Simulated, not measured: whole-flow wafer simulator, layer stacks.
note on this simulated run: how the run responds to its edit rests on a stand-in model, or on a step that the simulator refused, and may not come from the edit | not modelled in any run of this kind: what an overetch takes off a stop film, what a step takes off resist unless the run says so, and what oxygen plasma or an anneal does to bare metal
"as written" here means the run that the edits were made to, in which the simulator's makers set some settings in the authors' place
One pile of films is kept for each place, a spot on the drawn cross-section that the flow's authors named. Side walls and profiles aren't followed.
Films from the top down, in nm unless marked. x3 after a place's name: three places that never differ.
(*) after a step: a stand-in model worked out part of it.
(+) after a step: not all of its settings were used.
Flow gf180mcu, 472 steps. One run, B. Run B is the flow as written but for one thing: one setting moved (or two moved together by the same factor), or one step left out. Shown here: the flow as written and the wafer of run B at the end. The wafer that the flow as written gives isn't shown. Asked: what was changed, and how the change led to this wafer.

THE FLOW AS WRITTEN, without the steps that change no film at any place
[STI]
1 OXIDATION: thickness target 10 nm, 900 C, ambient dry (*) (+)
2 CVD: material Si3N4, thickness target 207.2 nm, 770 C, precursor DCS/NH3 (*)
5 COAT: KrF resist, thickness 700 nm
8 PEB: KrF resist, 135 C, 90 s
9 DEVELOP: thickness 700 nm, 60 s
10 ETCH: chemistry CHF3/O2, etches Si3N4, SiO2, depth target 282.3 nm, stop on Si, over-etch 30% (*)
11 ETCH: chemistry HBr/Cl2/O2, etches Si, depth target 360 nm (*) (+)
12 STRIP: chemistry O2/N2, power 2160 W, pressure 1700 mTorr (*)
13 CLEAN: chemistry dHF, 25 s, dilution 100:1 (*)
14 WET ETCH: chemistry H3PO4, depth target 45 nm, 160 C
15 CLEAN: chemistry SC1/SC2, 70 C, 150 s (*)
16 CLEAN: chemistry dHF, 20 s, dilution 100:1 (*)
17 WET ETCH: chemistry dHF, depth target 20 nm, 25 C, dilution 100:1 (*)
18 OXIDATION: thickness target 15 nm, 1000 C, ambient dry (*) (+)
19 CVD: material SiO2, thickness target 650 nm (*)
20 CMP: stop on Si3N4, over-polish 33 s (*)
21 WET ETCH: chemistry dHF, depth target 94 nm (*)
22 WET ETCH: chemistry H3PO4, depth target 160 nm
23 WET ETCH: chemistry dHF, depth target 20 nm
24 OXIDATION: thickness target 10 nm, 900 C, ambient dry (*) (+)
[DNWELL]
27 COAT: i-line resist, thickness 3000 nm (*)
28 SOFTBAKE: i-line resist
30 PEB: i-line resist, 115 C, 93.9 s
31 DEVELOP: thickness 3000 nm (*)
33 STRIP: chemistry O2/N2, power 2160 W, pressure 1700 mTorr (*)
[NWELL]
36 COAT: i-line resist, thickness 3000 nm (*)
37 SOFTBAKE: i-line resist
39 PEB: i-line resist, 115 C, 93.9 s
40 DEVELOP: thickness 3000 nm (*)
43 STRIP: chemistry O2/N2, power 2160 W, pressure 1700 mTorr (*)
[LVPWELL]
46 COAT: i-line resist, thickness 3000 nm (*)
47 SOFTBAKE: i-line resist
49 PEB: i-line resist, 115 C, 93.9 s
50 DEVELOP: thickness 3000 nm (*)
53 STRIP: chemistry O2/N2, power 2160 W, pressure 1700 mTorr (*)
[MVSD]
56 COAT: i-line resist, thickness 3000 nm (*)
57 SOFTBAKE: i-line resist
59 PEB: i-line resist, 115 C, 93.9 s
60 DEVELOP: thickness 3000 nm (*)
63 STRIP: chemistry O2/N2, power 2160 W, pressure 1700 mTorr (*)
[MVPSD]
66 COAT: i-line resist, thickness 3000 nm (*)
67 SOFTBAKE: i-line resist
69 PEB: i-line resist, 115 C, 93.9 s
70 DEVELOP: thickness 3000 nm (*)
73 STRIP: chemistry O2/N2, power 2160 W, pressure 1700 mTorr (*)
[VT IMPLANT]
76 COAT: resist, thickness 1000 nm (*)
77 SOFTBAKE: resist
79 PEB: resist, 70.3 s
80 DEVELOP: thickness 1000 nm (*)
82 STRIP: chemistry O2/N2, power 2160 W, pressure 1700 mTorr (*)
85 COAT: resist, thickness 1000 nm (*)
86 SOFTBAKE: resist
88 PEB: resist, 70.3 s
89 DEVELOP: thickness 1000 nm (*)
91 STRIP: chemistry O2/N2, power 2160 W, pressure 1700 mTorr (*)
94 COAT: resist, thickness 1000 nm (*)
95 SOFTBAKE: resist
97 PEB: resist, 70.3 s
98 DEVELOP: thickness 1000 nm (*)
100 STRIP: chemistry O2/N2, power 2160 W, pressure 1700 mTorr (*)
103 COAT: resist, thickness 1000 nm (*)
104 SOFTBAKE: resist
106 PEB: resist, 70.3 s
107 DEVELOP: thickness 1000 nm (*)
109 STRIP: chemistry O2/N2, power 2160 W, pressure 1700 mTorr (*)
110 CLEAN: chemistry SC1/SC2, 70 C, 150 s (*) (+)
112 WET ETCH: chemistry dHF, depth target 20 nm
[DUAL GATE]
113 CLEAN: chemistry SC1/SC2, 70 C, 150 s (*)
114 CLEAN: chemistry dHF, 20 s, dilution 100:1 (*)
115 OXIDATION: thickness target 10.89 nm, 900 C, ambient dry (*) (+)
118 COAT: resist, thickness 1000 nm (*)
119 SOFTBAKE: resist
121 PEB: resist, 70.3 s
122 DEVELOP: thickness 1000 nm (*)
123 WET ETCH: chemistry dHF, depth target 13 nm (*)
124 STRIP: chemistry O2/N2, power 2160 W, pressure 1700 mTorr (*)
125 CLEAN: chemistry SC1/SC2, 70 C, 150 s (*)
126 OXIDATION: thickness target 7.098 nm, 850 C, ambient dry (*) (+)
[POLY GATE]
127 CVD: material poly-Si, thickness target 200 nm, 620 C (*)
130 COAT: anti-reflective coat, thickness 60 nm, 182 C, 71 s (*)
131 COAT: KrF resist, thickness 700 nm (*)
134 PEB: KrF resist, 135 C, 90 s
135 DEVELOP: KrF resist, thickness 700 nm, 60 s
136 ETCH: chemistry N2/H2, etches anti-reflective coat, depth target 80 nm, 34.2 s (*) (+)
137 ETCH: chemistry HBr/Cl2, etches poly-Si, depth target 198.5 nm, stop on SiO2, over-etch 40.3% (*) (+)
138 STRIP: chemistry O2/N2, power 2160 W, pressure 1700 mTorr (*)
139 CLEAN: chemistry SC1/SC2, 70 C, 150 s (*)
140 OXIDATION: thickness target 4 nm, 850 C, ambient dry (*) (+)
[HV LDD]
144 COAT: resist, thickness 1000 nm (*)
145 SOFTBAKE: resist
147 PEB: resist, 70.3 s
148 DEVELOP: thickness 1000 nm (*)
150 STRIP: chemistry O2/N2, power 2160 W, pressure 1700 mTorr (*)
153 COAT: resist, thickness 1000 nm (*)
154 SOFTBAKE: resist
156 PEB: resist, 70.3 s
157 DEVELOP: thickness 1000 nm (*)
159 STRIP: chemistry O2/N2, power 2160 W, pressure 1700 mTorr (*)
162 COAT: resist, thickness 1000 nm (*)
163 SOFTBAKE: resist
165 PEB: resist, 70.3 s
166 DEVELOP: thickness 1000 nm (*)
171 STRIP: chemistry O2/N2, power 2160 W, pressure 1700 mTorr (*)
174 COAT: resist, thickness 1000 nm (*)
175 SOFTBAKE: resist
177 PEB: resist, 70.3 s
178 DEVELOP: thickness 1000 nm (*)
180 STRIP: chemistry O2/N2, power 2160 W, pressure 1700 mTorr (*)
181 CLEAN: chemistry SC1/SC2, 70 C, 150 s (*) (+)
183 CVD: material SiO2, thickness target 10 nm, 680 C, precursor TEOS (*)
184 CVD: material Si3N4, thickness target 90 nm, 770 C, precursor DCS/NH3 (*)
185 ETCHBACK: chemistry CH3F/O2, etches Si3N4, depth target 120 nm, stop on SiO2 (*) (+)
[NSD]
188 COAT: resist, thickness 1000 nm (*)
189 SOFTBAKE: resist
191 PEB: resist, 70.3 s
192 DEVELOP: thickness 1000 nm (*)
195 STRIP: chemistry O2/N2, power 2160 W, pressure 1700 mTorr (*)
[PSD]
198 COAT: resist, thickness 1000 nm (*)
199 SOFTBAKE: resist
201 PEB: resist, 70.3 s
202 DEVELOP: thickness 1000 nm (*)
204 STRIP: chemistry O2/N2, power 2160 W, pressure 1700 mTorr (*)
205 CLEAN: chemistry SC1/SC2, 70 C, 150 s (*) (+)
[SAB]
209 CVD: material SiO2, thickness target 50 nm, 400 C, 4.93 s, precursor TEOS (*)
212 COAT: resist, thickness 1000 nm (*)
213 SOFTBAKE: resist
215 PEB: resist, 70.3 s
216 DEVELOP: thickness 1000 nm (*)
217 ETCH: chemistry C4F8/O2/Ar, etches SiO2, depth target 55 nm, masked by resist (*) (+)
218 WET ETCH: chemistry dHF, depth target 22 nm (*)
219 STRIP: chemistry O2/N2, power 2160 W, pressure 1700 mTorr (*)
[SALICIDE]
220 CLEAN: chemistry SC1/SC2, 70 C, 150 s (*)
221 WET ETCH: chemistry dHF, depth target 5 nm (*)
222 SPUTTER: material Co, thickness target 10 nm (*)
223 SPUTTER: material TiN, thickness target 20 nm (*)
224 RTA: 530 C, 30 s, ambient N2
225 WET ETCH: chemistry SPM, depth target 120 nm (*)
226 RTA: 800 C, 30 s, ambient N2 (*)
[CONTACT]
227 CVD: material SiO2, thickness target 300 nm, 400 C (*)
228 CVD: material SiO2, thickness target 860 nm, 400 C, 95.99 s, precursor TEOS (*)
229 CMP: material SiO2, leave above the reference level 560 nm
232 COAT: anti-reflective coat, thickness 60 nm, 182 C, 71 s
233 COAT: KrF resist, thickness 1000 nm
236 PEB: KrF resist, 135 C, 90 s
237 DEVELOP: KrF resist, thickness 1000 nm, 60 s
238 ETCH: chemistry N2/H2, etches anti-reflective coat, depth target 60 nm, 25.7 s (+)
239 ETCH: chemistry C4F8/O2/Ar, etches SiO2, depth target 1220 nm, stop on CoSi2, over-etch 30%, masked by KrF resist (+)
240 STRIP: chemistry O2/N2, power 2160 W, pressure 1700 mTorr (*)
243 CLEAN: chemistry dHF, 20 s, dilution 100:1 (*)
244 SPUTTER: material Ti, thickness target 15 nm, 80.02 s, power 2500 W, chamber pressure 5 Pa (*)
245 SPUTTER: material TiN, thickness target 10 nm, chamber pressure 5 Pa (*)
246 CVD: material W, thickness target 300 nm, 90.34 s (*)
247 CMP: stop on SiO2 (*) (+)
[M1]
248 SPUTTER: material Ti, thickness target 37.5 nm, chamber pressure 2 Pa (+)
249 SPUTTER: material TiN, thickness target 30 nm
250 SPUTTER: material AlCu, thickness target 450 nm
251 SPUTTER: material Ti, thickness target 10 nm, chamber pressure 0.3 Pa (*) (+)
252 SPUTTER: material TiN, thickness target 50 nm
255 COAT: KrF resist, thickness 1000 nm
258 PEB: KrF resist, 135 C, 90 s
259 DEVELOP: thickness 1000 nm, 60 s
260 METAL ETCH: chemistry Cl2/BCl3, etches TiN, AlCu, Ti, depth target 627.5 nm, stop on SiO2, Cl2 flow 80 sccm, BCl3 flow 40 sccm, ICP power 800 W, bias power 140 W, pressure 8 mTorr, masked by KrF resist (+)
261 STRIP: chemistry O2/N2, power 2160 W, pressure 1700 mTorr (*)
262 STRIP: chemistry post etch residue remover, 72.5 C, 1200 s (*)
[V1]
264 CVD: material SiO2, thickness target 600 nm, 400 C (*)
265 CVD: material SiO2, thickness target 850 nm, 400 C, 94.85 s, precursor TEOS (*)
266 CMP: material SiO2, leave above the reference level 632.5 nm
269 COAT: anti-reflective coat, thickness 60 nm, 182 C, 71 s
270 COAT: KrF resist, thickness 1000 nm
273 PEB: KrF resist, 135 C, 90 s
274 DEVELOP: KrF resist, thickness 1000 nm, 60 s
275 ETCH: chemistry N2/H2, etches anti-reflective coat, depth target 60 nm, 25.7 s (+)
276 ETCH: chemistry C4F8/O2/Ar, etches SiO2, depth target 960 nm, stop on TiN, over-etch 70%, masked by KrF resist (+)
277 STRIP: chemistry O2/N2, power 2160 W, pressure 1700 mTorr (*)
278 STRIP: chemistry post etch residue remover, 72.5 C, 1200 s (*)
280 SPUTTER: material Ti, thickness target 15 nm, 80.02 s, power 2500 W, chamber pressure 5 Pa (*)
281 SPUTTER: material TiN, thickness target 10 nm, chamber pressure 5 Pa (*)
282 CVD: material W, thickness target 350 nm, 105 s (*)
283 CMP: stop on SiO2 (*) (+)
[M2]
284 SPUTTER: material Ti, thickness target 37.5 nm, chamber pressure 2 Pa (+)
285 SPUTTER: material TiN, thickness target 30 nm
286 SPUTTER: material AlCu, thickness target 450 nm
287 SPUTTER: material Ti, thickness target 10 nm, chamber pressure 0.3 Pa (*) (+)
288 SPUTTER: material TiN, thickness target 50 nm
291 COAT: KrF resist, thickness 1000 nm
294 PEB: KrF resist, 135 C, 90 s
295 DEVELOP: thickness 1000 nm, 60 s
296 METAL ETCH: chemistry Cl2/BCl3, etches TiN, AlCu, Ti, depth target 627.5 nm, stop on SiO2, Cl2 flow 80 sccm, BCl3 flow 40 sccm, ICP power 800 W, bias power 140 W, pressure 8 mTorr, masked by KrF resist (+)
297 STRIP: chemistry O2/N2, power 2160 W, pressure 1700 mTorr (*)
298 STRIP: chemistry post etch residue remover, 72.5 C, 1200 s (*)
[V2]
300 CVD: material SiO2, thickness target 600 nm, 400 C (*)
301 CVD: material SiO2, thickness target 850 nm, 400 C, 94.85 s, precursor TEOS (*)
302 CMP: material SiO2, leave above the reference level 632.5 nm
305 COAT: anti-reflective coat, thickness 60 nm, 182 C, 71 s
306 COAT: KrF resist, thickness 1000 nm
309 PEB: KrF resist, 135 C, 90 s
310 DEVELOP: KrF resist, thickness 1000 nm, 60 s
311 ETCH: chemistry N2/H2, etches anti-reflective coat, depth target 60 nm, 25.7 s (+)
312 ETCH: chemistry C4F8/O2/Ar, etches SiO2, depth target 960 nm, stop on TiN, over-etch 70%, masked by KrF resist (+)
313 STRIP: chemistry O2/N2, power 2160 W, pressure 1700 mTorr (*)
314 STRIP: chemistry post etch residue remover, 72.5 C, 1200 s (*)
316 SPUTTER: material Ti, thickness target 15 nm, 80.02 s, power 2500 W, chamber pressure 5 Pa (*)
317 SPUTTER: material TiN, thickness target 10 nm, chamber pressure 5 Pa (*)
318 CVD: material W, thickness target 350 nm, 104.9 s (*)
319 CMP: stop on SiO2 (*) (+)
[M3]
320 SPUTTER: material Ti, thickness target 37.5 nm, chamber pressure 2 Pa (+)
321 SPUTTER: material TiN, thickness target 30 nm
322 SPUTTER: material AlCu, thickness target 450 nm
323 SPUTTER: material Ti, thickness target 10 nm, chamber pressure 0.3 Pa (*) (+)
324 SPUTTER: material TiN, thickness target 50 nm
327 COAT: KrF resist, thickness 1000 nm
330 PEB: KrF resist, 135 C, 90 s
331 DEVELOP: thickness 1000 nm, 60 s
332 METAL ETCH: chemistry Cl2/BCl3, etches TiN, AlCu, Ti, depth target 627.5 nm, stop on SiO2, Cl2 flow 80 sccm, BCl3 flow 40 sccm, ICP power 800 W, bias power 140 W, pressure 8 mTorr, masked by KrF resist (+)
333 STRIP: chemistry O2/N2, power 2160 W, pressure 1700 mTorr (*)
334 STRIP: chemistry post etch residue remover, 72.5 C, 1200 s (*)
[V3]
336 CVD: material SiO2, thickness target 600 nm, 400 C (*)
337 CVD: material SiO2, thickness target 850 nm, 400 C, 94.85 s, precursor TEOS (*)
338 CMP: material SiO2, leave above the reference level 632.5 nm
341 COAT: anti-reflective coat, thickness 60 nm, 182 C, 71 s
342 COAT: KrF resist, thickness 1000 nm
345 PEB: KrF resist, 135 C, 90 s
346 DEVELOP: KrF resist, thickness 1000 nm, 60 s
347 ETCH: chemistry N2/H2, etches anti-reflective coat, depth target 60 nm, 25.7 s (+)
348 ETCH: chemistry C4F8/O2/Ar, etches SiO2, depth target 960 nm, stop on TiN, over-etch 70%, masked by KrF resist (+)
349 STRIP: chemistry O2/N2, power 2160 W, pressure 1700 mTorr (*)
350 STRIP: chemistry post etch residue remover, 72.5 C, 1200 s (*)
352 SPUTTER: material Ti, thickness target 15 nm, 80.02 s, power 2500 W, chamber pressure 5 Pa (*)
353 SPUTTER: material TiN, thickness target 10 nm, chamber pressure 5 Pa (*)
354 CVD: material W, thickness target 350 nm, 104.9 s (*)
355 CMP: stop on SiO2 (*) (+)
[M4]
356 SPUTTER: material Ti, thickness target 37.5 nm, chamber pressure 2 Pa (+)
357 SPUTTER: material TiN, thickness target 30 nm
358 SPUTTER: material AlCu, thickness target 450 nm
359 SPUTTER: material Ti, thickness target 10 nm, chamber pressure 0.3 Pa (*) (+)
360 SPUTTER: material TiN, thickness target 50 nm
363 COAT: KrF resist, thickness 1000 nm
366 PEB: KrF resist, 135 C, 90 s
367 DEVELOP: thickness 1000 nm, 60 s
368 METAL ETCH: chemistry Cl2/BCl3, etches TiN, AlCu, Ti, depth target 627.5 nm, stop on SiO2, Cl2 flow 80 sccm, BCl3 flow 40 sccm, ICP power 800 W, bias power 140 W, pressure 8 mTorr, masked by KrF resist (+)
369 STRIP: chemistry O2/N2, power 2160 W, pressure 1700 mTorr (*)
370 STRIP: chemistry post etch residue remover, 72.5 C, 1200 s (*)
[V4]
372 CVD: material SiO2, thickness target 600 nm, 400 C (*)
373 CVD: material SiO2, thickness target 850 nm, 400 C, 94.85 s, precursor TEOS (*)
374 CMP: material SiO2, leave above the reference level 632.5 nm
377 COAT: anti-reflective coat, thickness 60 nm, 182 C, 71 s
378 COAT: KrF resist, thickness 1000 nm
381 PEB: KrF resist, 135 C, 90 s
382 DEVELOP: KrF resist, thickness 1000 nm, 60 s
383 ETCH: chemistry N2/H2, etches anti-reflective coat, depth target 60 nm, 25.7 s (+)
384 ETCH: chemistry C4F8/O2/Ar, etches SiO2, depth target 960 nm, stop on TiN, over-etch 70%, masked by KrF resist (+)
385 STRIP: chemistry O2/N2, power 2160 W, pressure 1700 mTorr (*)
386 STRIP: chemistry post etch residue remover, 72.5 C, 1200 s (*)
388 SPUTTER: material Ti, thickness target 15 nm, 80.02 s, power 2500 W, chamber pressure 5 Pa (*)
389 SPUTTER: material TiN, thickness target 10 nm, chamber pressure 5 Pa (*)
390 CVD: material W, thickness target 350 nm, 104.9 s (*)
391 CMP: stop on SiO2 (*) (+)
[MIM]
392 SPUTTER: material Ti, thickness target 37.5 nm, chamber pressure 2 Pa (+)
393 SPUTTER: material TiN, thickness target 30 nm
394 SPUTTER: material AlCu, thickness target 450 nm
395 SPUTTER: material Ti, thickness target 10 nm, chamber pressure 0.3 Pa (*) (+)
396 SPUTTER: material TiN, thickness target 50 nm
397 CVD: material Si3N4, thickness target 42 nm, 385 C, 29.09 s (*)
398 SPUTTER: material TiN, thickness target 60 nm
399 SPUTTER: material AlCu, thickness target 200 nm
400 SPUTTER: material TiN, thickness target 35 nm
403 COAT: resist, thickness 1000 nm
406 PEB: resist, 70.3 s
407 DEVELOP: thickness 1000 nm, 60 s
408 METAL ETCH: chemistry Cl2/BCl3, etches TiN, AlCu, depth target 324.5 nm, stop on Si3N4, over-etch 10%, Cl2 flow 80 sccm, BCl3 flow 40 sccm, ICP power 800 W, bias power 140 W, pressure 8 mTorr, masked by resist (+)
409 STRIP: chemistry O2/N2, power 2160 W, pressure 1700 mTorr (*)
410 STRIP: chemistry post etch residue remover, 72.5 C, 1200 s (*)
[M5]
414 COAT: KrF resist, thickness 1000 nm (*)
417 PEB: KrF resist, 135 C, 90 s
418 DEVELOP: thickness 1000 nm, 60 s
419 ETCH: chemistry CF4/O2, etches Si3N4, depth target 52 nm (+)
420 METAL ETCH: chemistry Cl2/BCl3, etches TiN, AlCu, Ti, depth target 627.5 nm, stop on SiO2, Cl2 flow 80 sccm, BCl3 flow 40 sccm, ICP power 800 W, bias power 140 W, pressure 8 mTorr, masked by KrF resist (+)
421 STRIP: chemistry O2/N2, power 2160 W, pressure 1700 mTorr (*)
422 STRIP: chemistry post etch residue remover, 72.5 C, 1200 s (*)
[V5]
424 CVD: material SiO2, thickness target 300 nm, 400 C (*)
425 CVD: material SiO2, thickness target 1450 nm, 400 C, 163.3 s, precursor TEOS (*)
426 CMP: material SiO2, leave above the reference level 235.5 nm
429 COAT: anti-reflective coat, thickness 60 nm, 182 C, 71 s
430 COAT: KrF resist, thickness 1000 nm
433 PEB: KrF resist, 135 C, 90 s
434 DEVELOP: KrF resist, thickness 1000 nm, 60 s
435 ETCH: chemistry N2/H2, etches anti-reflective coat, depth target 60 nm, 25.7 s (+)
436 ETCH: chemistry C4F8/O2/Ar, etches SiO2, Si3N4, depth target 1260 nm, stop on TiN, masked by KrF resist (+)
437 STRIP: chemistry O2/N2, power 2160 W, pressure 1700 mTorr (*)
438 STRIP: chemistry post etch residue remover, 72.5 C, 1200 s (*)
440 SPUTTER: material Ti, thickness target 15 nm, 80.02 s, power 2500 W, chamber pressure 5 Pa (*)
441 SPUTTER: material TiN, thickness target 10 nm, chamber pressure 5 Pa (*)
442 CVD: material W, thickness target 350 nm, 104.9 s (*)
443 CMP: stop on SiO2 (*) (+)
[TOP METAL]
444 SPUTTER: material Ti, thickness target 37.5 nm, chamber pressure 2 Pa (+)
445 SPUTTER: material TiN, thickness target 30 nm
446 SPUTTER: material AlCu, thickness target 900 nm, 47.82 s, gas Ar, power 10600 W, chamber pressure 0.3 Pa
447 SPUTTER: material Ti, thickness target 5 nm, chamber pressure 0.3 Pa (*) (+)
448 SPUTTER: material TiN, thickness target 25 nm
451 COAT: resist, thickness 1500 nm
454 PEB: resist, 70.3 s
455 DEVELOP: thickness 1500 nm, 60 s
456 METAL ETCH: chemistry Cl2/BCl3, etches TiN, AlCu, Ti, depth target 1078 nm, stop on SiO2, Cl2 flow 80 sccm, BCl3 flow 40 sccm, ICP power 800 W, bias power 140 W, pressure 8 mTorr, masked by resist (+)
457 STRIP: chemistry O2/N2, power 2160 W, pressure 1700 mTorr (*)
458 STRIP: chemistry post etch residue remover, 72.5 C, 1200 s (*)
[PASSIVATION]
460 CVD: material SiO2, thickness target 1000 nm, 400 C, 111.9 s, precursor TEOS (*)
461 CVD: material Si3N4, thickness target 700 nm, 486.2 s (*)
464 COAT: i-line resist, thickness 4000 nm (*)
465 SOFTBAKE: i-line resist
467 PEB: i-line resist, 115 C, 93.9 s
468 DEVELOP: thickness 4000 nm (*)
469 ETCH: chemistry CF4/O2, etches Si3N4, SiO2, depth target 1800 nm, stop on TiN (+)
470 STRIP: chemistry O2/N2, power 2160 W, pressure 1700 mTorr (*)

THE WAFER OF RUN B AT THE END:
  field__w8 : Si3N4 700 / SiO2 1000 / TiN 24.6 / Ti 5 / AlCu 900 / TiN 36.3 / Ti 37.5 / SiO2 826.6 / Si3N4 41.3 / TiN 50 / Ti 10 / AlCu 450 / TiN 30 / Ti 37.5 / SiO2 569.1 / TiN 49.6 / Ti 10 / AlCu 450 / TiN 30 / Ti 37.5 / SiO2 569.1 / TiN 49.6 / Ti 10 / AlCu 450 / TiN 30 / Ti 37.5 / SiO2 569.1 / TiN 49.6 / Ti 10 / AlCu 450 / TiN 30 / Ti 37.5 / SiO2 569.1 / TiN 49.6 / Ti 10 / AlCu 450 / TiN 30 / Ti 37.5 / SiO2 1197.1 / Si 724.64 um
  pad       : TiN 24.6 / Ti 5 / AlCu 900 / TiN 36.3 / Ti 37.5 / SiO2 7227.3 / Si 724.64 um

The cause: step 445, SPUTTER: thickness target 36.3 nm was run, where the flow has thickness target 30 nm.
It can be read off the wafer: field__w8 has TiN 36.3, and step 445 as written asks for 30 nm.

How the change led to this, step by step:
  445 SPUTTER: material TiN, thickness target 30 nm
      field, field__w1, field__w2 and 109 more: TiN +36.3 (new film) (as written it would be: TiN +30 (new film))
  456 METAL ETCH: chemistry Cl2/BCl3, etches TiN, AlCu, Ti, depth target 1078 nm, stop on SiO2, Cl2 flow 80 sccm, BCl3 flow 40 sccm, ICP power 800 W, bias power 140 W, pressure 8 mTorr, masked by resist (+)
      field, field__w1, field__w2 and 103 more: TiN -25 (all of it), Ti -5 (all of it), AlCu -900 (all of it), TiN -36.3 (all of it), Ti -37.5 (all of it) (as written it would be: TiN -25 (all of it), Ti -5 (all of it), AlCu -900 (all of it), TiN -30 (all of it), Ti -37.5 (all of it))
  465 SOFTBAKE: i-line resist
      gate: i-line resist -0.3 (as written it would be: i-line resist +1.79)
      ld_acc_p, ld_fp_p, ld_drift_p: i-line resist +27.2 (as written it would be: i-line resist +33.8)
      (and at 56 more places)
